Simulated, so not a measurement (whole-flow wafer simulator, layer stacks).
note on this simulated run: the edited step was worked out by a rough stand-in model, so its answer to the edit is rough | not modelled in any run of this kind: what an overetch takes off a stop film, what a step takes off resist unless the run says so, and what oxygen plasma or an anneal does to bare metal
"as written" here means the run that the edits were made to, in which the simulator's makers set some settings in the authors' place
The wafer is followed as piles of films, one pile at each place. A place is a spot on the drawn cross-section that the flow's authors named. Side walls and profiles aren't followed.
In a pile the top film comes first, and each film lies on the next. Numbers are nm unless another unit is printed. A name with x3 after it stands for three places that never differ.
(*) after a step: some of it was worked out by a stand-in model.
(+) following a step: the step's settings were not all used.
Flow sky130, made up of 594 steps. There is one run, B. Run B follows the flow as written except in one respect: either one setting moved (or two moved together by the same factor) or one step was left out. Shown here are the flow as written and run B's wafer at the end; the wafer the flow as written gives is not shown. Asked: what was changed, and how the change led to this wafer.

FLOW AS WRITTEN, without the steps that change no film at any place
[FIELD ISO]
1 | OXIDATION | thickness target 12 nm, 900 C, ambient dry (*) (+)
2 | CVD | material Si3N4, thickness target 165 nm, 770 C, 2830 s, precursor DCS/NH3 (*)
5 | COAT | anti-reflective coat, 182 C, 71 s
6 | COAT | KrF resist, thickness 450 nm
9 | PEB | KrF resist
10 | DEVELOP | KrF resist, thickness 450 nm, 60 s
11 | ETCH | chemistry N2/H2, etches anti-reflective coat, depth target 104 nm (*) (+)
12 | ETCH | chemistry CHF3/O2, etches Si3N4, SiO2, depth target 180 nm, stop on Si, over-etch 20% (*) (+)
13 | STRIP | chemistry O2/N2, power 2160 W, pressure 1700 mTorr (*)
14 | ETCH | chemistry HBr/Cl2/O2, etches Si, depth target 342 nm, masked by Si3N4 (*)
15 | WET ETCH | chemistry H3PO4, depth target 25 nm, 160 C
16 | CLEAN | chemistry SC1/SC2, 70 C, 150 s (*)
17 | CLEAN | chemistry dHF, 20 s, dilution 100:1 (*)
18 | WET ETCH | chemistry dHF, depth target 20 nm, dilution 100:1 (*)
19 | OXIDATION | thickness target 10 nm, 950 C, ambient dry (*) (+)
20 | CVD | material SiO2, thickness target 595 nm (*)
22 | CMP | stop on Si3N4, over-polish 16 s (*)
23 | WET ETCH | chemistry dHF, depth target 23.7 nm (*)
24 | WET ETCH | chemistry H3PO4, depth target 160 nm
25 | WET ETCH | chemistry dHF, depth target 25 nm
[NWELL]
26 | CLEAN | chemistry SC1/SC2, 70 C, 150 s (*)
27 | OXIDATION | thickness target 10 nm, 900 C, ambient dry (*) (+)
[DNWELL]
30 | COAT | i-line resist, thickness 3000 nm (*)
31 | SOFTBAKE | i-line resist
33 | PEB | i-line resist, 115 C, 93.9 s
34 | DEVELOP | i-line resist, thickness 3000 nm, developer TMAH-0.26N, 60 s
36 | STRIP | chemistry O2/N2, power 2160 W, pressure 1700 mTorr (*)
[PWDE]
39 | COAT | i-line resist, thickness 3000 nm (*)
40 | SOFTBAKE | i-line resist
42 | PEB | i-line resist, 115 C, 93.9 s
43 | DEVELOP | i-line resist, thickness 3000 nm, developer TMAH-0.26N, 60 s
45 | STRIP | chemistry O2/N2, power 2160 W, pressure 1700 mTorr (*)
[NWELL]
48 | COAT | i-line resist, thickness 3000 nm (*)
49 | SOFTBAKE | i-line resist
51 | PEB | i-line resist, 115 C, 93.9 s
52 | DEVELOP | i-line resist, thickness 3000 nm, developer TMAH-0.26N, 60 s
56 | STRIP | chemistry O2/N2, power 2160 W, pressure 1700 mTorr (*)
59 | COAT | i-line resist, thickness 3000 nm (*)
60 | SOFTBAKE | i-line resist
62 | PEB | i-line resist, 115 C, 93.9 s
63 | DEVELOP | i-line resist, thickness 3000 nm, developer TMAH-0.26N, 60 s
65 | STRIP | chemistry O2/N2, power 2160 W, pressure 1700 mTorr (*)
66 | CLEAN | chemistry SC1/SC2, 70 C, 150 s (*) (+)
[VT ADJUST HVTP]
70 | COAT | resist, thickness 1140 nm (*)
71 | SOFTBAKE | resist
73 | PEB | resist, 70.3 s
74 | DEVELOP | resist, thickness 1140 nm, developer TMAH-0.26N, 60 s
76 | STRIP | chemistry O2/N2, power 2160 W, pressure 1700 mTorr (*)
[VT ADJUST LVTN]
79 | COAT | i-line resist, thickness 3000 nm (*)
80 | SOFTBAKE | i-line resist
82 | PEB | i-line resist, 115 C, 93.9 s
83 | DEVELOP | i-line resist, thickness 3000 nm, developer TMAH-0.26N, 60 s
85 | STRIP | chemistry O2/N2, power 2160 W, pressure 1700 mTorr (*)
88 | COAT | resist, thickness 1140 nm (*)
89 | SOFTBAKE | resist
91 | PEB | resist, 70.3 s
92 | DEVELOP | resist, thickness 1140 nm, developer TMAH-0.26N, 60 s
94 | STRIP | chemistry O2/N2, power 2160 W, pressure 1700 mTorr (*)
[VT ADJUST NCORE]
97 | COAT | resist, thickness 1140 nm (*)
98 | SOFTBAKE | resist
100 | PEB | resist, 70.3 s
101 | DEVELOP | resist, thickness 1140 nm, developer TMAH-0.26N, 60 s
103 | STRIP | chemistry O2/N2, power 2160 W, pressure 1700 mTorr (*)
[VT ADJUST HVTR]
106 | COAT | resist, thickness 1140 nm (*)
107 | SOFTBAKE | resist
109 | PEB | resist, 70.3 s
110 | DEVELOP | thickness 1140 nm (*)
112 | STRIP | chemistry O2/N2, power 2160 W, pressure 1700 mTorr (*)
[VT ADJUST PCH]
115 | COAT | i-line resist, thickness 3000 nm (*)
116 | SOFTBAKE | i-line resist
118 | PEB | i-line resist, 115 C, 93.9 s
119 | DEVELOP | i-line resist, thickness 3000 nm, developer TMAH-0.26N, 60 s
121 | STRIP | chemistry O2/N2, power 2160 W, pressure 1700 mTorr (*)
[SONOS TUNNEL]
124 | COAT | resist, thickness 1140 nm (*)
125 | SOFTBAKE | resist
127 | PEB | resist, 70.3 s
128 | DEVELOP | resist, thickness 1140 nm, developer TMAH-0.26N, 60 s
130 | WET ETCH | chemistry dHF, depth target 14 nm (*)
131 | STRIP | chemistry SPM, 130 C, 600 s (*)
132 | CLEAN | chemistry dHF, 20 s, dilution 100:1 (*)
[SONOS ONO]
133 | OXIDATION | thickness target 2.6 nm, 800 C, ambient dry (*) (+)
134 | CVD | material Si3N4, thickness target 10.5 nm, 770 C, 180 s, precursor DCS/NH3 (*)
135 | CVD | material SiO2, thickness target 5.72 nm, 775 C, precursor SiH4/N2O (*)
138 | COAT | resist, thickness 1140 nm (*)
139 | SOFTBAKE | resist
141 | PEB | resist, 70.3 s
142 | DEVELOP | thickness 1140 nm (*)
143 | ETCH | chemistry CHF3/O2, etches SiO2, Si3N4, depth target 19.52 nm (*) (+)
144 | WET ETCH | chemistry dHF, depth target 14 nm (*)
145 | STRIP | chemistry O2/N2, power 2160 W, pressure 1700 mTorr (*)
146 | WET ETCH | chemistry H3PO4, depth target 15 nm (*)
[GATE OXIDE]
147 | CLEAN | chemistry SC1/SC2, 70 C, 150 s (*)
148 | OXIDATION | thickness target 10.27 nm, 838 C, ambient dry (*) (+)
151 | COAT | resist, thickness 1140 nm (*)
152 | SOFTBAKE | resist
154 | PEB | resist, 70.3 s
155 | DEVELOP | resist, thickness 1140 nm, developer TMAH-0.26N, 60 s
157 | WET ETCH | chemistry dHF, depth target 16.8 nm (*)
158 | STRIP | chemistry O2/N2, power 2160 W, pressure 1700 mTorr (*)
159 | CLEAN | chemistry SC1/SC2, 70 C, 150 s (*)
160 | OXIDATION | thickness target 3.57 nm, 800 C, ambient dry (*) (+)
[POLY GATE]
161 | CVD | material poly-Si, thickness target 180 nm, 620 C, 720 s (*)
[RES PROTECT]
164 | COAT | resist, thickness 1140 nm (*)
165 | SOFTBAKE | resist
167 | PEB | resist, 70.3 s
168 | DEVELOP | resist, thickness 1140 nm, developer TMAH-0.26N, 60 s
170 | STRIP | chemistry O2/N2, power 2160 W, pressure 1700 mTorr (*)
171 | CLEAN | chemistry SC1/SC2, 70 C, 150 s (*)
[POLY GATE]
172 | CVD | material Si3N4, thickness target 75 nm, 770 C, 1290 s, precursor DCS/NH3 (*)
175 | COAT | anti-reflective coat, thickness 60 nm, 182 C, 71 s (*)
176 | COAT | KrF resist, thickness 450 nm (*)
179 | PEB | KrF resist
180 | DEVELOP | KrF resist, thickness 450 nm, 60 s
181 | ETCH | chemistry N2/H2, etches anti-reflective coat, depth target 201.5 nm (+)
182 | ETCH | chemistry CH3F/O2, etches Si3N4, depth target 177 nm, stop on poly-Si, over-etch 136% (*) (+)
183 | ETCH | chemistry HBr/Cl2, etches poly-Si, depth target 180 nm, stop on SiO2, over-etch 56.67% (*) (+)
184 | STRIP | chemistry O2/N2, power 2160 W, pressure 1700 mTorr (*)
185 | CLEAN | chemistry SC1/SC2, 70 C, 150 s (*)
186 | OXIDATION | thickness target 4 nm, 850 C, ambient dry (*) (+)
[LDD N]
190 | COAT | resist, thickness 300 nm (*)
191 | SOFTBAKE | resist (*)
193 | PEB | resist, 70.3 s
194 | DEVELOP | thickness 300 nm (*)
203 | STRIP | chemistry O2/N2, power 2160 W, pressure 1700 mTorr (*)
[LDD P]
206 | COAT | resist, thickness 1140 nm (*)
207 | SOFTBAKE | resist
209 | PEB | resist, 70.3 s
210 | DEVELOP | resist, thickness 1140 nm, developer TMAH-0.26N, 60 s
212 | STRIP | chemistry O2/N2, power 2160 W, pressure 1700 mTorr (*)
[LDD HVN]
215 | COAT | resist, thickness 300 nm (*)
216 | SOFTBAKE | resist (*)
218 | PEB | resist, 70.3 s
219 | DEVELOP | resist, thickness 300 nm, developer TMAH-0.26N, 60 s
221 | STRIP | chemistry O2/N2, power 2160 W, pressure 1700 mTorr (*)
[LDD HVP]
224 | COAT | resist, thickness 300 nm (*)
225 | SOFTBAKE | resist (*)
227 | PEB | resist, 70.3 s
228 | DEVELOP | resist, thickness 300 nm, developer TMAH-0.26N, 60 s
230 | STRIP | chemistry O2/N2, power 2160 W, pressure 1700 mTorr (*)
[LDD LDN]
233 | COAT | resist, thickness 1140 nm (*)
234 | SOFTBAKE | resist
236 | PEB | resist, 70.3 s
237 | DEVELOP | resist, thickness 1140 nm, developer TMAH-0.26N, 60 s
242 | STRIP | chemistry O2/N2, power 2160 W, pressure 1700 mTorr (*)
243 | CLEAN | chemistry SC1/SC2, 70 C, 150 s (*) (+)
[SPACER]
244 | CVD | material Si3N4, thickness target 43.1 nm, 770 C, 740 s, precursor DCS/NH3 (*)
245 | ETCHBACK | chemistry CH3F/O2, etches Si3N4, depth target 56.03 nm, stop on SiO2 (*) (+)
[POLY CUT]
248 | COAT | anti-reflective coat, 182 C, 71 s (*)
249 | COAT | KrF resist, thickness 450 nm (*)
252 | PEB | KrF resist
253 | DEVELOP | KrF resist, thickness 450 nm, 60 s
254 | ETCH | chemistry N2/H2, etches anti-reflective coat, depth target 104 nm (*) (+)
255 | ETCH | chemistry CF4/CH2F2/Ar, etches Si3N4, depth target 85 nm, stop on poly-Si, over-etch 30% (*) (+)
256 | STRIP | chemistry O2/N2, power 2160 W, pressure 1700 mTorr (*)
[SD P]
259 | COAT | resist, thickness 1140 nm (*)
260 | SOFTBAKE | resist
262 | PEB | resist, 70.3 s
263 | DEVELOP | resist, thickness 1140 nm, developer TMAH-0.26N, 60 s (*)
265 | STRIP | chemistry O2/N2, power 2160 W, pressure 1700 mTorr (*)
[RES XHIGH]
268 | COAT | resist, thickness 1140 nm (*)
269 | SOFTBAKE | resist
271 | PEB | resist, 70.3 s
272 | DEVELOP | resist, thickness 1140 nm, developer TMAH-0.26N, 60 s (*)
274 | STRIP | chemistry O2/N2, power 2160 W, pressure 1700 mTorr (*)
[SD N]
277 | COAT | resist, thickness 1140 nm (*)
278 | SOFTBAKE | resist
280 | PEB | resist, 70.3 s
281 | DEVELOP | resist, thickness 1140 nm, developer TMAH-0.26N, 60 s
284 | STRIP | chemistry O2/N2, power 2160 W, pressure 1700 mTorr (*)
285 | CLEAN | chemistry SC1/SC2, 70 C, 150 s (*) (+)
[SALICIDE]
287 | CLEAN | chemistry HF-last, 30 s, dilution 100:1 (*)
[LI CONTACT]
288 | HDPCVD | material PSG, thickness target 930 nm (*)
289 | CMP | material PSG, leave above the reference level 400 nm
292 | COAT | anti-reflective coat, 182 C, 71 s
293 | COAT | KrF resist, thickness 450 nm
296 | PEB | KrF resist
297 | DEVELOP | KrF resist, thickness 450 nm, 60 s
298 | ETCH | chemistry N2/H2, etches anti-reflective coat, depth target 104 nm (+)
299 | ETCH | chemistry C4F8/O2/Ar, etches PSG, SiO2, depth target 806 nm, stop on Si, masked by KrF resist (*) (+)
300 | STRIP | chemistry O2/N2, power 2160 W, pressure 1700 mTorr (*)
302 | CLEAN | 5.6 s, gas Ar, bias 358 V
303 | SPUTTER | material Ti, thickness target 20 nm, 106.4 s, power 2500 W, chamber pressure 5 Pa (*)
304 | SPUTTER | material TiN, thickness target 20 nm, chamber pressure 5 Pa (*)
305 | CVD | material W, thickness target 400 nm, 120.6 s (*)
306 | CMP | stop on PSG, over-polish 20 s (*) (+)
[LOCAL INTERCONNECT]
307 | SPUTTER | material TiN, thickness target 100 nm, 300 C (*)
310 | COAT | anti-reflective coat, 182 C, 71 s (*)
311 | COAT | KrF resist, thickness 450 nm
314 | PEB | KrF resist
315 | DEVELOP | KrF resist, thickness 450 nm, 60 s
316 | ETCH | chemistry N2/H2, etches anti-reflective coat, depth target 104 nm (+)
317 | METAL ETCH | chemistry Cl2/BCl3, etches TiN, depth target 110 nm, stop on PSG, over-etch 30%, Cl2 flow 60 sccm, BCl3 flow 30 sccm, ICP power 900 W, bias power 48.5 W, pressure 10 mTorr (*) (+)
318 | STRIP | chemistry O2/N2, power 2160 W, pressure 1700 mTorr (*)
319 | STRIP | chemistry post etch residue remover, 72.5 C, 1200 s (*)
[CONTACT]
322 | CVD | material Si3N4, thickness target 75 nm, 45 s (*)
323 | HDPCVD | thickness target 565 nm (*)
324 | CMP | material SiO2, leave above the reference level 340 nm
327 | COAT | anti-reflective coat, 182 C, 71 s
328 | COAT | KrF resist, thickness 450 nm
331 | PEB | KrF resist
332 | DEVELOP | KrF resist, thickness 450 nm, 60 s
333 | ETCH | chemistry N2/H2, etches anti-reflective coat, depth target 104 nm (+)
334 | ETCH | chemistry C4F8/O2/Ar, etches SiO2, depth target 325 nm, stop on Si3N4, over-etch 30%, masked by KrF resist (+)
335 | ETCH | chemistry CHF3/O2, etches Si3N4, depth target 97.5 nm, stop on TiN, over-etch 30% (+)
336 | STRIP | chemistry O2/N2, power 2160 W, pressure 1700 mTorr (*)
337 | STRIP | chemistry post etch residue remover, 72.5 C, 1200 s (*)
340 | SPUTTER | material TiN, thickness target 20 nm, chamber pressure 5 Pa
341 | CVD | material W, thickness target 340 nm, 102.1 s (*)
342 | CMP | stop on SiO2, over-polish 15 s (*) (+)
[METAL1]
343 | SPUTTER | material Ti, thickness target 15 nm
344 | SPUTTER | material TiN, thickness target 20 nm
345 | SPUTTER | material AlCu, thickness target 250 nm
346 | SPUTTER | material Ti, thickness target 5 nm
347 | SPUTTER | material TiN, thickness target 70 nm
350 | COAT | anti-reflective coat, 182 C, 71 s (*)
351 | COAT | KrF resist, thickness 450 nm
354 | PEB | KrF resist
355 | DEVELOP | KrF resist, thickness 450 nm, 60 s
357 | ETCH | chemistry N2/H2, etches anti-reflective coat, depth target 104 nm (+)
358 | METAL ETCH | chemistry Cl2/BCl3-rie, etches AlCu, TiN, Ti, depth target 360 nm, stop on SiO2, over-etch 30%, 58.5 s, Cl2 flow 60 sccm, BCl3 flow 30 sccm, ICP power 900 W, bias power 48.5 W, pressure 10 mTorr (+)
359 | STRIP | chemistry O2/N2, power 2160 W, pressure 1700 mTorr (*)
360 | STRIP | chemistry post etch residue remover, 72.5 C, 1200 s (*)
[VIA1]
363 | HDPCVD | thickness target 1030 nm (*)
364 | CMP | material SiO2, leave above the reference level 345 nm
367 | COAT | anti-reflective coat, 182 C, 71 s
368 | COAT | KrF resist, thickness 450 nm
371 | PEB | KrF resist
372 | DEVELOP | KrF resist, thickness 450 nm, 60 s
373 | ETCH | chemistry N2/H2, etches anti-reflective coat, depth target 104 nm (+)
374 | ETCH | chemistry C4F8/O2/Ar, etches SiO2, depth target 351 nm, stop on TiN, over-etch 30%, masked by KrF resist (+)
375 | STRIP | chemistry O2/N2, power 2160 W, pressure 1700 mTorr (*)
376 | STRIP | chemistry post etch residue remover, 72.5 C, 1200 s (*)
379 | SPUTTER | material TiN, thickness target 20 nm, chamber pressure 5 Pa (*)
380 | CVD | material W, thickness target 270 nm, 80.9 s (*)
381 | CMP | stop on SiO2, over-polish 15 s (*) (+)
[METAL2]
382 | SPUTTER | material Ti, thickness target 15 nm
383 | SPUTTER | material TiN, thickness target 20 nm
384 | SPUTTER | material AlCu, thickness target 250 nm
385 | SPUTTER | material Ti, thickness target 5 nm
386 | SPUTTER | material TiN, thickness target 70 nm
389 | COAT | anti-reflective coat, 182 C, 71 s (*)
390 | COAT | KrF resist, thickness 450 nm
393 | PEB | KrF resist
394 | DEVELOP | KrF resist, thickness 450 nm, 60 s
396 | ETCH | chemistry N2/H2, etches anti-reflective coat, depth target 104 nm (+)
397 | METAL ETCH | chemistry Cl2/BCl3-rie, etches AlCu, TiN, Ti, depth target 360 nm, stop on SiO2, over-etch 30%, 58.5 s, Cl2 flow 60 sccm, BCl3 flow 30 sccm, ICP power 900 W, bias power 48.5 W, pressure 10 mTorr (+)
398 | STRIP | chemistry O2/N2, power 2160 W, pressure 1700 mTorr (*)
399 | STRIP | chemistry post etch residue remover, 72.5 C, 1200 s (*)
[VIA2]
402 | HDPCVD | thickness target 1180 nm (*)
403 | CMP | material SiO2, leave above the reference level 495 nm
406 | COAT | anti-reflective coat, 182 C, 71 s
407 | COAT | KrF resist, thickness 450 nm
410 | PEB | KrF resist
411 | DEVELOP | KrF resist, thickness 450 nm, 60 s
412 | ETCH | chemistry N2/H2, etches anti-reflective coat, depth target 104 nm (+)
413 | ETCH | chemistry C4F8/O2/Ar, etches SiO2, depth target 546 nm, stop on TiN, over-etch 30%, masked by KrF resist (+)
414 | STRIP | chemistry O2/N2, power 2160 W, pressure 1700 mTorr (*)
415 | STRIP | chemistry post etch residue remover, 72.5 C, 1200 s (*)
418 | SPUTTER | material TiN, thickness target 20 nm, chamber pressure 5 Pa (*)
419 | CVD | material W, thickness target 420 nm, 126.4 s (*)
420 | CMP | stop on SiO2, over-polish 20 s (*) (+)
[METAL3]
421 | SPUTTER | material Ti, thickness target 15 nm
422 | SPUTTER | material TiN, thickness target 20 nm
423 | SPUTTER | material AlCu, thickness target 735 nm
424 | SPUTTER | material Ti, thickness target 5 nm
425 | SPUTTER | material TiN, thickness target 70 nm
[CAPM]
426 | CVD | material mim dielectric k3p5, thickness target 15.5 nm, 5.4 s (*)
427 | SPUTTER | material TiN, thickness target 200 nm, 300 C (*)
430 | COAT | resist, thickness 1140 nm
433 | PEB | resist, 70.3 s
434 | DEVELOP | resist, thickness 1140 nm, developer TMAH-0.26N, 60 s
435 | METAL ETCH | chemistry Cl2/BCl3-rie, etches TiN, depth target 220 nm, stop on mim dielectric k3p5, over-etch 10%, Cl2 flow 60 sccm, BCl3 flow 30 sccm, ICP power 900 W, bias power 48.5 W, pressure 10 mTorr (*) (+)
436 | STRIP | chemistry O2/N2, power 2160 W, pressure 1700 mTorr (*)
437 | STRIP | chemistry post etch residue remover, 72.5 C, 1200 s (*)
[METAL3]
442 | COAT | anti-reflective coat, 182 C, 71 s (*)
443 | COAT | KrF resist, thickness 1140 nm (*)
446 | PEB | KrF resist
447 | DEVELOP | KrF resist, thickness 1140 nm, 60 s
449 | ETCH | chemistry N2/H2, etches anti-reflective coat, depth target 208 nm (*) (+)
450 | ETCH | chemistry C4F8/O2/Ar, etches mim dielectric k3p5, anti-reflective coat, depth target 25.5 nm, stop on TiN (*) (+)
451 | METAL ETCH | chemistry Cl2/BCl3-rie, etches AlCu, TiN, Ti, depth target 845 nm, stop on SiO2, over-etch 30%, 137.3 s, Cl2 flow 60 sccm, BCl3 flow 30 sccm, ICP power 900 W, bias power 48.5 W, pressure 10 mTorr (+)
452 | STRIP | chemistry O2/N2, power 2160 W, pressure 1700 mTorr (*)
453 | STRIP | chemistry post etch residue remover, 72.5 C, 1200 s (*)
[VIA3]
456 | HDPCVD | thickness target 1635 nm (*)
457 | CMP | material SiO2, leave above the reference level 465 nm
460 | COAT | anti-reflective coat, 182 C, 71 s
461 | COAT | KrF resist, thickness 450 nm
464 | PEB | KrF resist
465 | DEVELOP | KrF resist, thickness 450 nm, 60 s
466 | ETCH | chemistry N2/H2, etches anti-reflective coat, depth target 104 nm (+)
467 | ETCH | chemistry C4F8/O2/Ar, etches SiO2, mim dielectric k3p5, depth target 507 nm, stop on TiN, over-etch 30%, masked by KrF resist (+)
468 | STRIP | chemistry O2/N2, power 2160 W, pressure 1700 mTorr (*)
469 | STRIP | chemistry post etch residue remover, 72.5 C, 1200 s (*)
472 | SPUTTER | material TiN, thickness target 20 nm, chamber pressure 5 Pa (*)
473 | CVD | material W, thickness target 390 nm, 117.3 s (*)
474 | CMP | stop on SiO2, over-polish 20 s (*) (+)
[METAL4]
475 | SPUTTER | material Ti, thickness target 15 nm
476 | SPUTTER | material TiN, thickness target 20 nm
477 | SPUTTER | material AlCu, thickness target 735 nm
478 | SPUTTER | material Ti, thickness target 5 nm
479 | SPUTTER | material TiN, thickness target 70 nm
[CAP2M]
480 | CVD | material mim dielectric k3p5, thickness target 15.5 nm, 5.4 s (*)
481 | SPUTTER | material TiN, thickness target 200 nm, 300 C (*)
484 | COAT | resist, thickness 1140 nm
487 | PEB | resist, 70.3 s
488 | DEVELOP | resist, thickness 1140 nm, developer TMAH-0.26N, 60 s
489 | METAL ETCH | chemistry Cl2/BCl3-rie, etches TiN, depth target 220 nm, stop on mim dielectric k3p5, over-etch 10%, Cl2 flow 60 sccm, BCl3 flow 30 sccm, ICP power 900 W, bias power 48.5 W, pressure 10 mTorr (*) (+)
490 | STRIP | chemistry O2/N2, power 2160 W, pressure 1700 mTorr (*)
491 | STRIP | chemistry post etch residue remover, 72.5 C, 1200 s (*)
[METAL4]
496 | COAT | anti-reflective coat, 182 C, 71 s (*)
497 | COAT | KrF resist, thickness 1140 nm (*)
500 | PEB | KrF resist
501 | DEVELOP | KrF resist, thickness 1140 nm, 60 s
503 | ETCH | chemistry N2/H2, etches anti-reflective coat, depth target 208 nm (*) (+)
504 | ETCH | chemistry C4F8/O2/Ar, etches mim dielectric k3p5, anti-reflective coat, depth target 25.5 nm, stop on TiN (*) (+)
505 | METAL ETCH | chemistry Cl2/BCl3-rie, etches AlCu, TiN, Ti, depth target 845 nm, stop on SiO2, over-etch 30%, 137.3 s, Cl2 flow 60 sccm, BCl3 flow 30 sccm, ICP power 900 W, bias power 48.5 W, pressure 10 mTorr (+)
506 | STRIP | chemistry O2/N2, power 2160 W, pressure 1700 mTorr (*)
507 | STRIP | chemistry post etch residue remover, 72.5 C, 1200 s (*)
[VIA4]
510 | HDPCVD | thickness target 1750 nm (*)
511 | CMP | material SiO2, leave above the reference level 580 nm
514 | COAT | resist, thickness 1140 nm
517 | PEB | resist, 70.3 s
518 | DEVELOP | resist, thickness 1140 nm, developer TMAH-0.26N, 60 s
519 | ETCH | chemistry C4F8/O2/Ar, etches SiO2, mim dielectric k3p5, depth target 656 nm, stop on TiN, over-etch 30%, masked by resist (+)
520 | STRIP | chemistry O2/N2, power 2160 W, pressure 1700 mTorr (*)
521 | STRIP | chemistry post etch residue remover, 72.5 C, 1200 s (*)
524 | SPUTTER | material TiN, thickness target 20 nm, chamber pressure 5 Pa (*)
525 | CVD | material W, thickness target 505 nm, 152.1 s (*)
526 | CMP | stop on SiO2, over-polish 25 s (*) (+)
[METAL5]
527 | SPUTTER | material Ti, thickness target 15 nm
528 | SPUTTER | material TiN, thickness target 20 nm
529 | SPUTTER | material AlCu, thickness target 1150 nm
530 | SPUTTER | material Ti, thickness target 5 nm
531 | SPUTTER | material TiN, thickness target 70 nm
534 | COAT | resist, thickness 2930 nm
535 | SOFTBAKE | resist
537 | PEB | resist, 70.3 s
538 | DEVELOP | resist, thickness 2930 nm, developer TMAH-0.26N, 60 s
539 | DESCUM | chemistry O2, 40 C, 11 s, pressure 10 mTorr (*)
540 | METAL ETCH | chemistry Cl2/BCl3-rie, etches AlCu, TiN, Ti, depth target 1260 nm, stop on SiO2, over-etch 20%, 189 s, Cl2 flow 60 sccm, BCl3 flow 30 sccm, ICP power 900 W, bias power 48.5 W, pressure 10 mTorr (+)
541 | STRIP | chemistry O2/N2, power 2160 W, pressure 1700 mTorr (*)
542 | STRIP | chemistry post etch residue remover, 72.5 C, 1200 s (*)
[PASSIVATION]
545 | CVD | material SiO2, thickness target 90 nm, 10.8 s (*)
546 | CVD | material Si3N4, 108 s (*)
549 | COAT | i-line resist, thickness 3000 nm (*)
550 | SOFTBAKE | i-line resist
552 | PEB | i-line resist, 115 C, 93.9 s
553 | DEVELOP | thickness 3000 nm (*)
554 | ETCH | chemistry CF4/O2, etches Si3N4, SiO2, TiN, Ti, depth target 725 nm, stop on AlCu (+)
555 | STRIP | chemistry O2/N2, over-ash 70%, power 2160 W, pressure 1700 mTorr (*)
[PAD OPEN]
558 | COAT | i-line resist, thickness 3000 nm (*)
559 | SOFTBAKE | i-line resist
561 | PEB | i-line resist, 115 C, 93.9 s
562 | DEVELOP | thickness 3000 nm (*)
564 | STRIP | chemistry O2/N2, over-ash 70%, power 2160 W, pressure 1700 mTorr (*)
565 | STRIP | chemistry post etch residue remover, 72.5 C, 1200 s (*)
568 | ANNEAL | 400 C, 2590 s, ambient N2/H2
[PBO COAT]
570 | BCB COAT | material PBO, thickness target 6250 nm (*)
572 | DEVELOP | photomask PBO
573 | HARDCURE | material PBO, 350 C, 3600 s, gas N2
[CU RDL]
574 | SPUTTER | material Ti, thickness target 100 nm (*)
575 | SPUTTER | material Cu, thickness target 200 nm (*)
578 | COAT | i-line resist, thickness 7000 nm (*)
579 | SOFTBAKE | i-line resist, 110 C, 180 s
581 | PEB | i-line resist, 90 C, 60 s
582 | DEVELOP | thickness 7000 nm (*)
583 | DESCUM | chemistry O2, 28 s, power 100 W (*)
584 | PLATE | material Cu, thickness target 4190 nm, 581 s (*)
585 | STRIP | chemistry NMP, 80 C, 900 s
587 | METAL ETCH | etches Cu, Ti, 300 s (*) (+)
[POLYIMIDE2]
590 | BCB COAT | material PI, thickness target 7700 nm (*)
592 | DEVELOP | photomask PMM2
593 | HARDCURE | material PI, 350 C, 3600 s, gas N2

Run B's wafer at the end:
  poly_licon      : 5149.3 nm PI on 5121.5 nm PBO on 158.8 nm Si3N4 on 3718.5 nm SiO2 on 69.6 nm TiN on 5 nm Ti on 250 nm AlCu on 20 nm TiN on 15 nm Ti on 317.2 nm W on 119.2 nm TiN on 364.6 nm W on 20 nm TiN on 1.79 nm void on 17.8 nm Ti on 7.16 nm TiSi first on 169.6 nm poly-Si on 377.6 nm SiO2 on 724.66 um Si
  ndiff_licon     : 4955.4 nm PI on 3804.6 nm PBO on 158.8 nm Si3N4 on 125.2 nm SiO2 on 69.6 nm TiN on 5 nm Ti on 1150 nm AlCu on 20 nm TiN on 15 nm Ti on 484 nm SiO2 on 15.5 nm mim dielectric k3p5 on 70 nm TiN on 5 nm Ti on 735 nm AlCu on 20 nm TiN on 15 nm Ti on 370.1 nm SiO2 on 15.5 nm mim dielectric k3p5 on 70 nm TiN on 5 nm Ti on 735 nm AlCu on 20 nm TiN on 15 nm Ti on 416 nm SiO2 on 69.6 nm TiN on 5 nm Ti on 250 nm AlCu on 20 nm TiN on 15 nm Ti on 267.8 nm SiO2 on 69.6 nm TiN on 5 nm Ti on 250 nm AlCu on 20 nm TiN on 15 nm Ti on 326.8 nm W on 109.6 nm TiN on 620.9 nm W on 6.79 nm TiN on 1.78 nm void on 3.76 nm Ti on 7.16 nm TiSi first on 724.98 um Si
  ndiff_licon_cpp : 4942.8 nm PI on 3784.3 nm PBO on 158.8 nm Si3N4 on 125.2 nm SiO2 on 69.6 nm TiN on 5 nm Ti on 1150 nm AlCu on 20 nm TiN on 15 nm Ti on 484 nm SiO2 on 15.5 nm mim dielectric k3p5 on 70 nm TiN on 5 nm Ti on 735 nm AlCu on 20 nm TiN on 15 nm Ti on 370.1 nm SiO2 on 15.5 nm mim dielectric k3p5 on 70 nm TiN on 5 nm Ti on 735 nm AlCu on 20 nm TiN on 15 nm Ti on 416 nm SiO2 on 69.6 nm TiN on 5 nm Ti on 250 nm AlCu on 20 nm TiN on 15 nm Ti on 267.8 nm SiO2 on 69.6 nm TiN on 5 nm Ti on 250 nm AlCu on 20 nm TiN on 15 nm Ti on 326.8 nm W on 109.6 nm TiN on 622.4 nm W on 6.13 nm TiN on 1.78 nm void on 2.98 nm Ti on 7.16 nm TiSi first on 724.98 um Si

What caused this: step 303, SPUTTER: 117 s was run, though the flow has 106.4 s.

The path from the change to this, step by step:
  303 | SPUTTER | material Ti, thickness target 20 nm, 106.4 s, power 2500 W, chamber pressure 5 Pa (*)
      field, active, n_well and 185 more: Ti gains 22 (new film) (as written it would have been: Ti gains 20 (new film))
      ndiff_licon: Ti gains 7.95 (new film) (as written it would have been: Ti gains 7.24 (new film))
      (and at 2 other places as well)
  306 | CMP | stop on PSG, over-polish 20 s (*) (+)
      field, active, n_well and 184 more: W loses 400 (all of it), TiN loses 20 (all of it), Ti loses 22 (all of it), PSG loses 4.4 (as written it would have been: W loses 400 (all of it), TiN loses 20 (all of it), Ti loses 20 (all of it), PSG loses 4.4)
      poly_licon: W loses 35.4 (as written it would have been: W loses 33.3)
